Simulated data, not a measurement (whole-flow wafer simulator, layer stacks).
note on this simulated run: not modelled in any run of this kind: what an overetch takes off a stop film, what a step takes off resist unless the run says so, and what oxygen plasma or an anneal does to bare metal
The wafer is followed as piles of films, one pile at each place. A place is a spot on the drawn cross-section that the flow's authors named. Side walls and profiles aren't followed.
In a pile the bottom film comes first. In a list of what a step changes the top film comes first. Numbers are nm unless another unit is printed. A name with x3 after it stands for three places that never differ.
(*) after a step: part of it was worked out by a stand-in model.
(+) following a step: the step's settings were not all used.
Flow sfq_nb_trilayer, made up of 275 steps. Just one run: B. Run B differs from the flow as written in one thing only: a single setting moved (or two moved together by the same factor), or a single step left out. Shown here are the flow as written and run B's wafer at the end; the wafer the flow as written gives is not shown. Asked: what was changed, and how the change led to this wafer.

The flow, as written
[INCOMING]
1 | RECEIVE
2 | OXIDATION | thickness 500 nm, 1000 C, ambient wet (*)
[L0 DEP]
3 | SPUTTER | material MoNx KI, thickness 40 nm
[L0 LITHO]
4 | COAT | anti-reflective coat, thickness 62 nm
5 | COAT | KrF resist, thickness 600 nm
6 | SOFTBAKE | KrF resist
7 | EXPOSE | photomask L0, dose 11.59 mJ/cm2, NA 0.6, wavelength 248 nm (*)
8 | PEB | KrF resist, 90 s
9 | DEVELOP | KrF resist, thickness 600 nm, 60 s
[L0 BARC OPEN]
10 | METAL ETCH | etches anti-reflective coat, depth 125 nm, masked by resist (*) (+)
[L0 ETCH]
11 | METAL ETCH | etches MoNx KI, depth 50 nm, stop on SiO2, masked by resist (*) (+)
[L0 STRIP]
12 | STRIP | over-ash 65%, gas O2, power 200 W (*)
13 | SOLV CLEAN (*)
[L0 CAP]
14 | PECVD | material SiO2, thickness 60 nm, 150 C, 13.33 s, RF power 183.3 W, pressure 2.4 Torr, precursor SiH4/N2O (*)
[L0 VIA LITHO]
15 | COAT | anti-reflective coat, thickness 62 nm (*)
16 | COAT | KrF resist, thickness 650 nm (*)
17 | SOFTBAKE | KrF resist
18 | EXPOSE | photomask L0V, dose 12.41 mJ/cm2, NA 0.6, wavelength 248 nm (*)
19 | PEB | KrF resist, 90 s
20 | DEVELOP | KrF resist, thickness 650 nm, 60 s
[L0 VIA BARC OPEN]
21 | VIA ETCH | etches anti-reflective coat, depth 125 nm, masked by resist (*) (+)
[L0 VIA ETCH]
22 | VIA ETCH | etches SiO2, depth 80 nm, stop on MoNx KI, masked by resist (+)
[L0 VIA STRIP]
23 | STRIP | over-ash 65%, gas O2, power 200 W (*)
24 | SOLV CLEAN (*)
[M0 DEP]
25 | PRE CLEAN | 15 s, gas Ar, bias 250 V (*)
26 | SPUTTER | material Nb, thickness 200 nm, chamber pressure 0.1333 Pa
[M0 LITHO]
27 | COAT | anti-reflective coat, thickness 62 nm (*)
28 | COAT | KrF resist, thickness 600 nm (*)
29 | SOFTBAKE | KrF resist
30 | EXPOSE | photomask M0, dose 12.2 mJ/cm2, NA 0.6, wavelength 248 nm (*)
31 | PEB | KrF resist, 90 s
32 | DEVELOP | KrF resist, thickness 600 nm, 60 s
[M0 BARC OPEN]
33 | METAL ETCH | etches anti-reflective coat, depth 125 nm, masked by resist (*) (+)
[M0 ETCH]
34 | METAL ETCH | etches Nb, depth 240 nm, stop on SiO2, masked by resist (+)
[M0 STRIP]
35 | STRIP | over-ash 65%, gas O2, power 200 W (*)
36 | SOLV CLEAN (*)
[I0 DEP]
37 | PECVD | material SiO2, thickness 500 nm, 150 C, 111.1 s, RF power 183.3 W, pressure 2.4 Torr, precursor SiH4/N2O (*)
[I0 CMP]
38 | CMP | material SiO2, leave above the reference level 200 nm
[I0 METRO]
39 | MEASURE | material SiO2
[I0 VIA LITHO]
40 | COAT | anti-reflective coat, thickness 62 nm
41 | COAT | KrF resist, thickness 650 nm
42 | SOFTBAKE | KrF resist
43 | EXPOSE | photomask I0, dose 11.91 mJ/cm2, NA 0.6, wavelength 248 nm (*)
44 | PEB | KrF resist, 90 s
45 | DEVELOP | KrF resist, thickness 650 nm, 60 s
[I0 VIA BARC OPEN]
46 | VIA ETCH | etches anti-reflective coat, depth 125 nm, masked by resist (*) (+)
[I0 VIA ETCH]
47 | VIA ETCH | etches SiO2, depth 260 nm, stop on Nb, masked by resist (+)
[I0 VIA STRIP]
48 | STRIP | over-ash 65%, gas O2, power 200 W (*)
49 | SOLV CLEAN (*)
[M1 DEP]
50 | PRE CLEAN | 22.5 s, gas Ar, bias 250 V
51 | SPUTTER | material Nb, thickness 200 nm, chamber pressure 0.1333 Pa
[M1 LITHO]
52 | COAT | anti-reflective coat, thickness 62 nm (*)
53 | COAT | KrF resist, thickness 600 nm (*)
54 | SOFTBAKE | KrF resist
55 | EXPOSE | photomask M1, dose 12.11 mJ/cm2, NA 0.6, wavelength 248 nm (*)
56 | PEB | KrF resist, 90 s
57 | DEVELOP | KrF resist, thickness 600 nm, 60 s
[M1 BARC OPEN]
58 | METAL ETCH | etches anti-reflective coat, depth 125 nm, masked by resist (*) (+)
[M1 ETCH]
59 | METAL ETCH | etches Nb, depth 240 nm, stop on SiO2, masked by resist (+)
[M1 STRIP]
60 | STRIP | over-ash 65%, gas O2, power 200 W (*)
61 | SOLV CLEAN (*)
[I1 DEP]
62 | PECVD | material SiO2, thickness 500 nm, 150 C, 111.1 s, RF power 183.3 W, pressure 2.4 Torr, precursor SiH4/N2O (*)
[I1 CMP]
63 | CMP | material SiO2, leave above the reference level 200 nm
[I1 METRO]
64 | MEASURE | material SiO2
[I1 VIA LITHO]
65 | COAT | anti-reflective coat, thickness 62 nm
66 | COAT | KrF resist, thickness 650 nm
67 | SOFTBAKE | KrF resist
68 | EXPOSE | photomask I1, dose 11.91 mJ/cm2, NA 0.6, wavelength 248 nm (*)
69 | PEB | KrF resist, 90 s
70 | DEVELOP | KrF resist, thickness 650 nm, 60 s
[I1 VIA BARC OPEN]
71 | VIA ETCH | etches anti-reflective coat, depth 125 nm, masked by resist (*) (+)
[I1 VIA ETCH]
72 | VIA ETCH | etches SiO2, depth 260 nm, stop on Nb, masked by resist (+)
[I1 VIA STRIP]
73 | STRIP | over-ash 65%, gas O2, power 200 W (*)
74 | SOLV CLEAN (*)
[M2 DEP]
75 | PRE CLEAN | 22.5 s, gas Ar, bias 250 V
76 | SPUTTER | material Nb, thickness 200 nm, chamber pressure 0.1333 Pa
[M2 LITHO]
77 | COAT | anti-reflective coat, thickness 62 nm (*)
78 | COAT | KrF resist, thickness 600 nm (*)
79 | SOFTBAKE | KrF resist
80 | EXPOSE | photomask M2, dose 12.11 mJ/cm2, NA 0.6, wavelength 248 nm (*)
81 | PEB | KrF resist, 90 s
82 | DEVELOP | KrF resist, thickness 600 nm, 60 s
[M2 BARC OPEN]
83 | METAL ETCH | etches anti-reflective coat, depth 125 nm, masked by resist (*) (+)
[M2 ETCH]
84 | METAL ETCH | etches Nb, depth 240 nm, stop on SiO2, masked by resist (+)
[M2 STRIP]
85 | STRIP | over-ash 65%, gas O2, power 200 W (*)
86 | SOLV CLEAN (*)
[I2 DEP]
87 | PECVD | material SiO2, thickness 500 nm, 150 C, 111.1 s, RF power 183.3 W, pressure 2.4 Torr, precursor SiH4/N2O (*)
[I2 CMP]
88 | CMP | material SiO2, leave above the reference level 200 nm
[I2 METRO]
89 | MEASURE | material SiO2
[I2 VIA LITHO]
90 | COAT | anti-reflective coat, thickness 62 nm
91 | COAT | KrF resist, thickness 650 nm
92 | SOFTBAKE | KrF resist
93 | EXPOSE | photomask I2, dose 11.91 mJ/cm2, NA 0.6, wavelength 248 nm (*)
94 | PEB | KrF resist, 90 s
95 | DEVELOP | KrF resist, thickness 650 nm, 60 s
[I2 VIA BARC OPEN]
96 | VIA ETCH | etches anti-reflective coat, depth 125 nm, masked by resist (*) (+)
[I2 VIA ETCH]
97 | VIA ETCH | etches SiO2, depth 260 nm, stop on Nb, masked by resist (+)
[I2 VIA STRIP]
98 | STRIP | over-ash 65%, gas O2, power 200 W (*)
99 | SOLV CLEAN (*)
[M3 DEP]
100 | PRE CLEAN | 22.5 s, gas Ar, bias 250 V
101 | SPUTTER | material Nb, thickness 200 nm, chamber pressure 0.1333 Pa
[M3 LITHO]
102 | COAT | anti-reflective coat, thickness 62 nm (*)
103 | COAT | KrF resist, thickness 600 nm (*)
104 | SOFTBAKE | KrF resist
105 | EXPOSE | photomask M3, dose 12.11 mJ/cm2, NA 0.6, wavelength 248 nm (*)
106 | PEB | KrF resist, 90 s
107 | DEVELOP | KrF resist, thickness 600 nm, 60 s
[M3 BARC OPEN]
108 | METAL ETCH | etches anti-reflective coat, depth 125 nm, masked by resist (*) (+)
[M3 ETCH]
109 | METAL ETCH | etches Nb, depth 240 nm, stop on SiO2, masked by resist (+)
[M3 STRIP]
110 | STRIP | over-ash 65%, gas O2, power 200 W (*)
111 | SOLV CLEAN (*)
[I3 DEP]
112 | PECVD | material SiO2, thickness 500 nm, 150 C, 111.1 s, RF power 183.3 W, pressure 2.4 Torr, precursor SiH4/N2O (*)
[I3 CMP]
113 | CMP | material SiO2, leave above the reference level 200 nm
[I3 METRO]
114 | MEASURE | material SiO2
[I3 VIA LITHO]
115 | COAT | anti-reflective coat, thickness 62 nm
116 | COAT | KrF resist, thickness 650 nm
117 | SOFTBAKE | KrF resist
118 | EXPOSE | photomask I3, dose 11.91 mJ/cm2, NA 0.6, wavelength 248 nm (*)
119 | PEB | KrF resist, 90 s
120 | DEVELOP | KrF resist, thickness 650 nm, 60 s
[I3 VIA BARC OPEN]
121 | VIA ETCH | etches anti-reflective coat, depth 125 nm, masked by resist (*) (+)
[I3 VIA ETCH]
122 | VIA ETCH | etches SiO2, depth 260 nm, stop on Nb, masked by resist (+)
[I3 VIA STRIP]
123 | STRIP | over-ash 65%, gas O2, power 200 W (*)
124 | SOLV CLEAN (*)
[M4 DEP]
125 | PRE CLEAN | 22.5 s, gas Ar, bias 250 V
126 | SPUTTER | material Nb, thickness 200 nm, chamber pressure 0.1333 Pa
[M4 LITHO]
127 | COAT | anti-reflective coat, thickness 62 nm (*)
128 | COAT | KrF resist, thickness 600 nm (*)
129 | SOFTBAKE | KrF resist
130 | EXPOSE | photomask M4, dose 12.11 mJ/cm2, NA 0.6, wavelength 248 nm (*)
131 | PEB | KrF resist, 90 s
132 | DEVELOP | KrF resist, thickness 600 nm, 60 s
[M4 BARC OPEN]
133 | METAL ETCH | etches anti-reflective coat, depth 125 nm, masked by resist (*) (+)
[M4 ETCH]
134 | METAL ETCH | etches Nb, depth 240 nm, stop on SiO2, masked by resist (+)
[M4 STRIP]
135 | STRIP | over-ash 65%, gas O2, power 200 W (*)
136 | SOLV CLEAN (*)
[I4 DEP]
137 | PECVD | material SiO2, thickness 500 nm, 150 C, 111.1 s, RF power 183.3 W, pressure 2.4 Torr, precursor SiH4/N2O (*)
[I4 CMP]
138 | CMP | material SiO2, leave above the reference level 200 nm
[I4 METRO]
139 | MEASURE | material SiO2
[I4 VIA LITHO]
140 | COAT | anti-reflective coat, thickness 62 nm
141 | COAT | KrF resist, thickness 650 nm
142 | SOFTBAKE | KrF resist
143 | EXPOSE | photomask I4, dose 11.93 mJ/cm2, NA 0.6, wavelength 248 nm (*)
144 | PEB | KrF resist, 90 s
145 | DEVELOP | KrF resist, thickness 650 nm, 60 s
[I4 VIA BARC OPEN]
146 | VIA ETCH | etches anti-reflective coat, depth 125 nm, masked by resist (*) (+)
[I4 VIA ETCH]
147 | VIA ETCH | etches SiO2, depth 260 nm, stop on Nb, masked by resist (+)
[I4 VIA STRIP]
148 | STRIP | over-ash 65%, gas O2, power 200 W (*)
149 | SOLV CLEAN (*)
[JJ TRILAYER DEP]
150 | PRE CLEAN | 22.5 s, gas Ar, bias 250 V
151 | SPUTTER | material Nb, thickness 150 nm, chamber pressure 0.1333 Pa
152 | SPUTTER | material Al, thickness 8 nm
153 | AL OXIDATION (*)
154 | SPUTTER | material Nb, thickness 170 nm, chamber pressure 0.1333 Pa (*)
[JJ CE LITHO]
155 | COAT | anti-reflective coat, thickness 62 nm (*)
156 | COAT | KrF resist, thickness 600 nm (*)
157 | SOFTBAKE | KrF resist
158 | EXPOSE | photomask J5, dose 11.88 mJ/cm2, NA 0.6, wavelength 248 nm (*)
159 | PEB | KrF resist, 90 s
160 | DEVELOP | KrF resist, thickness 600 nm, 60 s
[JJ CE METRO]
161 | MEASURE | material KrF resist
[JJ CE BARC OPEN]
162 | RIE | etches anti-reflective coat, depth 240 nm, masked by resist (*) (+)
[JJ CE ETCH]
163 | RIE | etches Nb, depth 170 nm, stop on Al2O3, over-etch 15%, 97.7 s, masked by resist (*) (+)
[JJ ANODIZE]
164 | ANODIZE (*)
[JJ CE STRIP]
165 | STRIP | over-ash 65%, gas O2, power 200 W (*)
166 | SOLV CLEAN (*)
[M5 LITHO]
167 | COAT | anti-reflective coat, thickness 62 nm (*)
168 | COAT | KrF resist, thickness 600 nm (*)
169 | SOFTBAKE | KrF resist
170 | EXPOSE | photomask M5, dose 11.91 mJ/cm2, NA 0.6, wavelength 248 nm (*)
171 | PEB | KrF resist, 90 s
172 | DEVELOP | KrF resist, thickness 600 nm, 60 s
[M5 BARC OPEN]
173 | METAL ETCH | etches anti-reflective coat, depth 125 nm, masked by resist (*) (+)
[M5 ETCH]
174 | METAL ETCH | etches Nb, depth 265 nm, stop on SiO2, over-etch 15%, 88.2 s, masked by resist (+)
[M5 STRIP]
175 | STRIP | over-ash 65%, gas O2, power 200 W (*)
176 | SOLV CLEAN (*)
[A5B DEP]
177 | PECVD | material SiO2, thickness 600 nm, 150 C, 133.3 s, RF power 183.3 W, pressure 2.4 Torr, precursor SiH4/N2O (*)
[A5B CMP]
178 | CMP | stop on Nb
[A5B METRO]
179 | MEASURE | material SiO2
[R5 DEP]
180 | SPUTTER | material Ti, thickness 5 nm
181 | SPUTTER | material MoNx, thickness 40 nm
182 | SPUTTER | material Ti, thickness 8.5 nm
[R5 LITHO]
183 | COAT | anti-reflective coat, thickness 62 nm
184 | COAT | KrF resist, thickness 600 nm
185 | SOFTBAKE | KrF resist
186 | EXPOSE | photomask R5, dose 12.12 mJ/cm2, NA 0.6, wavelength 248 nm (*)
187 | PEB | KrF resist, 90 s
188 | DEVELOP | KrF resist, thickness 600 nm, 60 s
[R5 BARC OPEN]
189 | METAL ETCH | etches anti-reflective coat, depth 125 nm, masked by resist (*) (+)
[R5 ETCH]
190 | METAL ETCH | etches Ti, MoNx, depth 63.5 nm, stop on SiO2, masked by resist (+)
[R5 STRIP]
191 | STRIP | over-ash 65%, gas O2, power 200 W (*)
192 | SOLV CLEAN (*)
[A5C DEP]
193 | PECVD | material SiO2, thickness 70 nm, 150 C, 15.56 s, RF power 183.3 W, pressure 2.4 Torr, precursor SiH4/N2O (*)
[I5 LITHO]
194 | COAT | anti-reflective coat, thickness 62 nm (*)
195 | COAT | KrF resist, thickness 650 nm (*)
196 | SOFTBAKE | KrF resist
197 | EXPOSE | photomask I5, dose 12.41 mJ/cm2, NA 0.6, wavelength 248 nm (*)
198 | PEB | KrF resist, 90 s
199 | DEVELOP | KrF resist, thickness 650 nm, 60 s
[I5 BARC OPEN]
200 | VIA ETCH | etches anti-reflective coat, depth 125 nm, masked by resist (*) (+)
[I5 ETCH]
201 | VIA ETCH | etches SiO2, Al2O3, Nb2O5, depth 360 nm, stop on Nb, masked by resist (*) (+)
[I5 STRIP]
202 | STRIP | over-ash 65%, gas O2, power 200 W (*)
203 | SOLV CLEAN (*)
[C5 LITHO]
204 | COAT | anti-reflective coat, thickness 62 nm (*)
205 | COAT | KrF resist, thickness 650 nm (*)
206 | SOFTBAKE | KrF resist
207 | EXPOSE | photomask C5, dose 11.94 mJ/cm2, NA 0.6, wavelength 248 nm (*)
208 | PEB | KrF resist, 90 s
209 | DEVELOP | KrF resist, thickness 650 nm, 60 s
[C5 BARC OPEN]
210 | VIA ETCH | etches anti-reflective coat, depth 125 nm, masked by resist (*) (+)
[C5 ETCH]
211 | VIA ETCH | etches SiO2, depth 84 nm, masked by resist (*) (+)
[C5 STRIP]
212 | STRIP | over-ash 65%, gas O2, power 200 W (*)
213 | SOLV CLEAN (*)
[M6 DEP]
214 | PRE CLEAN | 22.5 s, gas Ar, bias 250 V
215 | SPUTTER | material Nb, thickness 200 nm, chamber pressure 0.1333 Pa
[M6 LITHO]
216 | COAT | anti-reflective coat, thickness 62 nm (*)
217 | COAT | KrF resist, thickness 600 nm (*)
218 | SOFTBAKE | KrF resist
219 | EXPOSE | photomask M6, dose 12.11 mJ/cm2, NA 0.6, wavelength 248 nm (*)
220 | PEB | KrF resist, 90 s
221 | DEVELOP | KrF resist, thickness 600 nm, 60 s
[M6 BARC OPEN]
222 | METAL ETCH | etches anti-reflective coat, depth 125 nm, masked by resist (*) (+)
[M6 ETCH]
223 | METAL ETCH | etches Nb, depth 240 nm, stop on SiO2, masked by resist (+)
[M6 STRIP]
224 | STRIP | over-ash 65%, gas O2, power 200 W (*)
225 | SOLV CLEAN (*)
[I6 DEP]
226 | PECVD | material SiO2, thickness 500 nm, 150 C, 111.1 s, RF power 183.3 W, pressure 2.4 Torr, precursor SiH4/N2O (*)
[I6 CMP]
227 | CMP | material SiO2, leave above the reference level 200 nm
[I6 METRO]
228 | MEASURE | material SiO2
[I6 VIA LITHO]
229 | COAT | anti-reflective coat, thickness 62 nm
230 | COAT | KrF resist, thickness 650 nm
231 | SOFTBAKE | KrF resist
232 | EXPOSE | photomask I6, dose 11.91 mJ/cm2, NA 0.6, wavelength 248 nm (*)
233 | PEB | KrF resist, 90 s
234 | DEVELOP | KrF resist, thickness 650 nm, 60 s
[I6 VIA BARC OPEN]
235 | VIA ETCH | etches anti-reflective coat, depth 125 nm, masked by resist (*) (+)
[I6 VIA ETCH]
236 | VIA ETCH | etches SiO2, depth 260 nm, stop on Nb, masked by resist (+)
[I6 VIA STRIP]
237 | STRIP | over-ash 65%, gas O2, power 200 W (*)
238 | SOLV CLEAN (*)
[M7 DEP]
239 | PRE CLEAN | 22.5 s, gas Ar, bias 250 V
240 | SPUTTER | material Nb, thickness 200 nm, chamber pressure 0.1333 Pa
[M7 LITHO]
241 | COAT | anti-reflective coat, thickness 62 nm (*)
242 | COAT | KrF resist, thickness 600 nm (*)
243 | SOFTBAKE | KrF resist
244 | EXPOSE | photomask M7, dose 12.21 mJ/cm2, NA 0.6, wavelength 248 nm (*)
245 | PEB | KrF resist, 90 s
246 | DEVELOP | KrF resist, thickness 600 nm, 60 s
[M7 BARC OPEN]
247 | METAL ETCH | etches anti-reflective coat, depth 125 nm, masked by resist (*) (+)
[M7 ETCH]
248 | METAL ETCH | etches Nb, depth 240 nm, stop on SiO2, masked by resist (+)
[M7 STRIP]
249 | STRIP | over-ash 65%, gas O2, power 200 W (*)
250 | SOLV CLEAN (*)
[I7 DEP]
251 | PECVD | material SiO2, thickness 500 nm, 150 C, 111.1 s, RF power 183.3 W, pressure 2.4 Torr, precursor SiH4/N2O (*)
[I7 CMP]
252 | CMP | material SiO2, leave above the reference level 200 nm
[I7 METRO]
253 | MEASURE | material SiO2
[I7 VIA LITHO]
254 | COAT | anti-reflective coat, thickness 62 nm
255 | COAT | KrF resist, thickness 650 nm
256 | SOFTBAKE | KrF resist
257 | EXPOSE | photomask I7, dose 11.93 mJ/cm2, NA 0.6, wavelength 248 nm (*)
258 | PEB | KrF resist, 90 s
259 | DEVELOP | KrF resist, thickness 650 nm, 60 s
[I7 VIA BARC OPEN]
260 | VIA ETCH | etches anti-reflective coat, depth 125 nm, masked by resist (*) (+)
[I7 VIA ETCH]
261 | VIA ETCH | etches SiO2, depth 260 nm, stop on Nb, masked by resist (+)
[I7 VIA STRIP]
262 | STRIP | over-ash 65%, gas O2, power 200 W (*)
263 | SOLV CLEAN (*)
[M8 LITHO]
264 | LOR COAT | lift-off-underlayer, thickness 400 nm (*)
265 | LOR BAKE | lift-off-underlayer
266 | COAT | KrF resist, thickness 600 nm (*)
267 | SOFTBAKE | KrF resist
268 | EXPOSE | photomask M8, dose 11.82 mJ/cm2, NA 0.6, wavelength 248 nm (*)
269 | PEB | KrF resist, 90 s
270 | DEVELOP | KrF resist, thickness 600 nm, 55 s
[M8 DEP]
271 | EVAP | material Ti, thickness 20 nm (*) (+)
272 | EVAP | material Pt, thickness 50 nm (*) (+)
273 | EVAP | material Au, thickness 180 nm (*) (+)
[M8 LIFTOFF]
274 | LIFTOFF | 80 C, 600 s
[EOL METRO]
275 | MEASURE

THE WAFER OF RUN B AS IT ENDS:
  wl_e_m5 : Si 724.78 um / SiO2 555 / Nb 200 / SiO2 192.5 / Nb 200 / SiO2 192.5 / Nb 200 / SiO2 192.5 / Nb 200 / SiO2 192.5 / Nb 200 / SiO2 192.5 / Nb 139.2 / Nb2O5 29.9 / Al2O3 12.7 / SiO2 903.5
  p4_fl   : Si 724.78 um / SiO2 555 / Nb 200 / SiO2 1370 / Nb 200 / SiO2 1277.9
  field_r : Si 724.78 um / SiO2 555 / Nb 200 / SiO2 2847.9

The reason: step 215, SPUTTER: thickness 102 nm was run, whereas the flow has thickness 200 nm.

How this came from the change, step by step:
  215 | SPUTTER | material Nb, thickness 200 nm, chamber pressure 0.1333 Pa
      field_l, v_sur, via_wl and 100 more: +102 Nb (new film) (as written it would have been: +200 Nb (new film))
      be: +75.6 Nb (as written it would have been: +147.3 Nb)
      (also at 2 further places)
  216 | COAT | anti-reflective coat, thickness 62 nm (*)
      be: +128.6 anti-reflective coat (new film) (as written it would have been: +136.7 anti-reflective coat (new film))
      be_sur: +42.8 anti-reflective coat (new film) (as written it would have been: +43.8 anti-reflective coat (new film))
      (also at 1 further place)
  223 | METAL ETCH | etches Nb, depth 240 nm, stop on SiO2, masked by resist (+)
      field_l, gap, moat and 76 more: -102 Nb (all of it) (as written it would have been: -200 Nb (all of it))
      v_sur, via_wl, via_w and 24 more: -90 KrF resist (as written it would have been: -141.2 KrF resist)
  224 | STRIP | over-ash 65%, gas O2, power 200 W (*)
      wl_j_sl, wl_j_sr: -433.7 KrF resist (all of it), -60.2 anti-reflective coat (all of it) (as written it would have been: -382.5 KrF resist (all of it), -60.2 anti-reflective coat (all of it))
      m6r_line_l, m6r_line_r: -433.6 KrF resist (all of it), -62 anti-reflective coat (all of it) (as written it would have been: -382.4 KrF resist (all of it), -62 anti-reflective coat (all of it))
      (also at 23 further places)
  226 | PECVD | material SiO2, thickness 500 nm, 150 C, 111.1 s, RF power 183.3 W, pressure 2.4 Torr, precursor SiH4/N2O (*)
      gap, wl_a_sl, m6r_space_l, m6r_space_r: +500 SiO2 (as written it would have been: +557.1 SiO2)
      be: +656 SiO2 (new film) (as written it would have been: +693.5 SiO2 (new film))
  227 | CMP | material SiO2, leave above the reference level 200 nm
      field_l, p4_fl, p4_fm and 59 more: -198 SiO2 (as written it would have been: -100 SiO2)
      moat, field_r, lsp_l, ln_m5, lsp_m: -198 SiO2 (as written it would have been: -93.6 SiO2)
      (also at 13 further places)
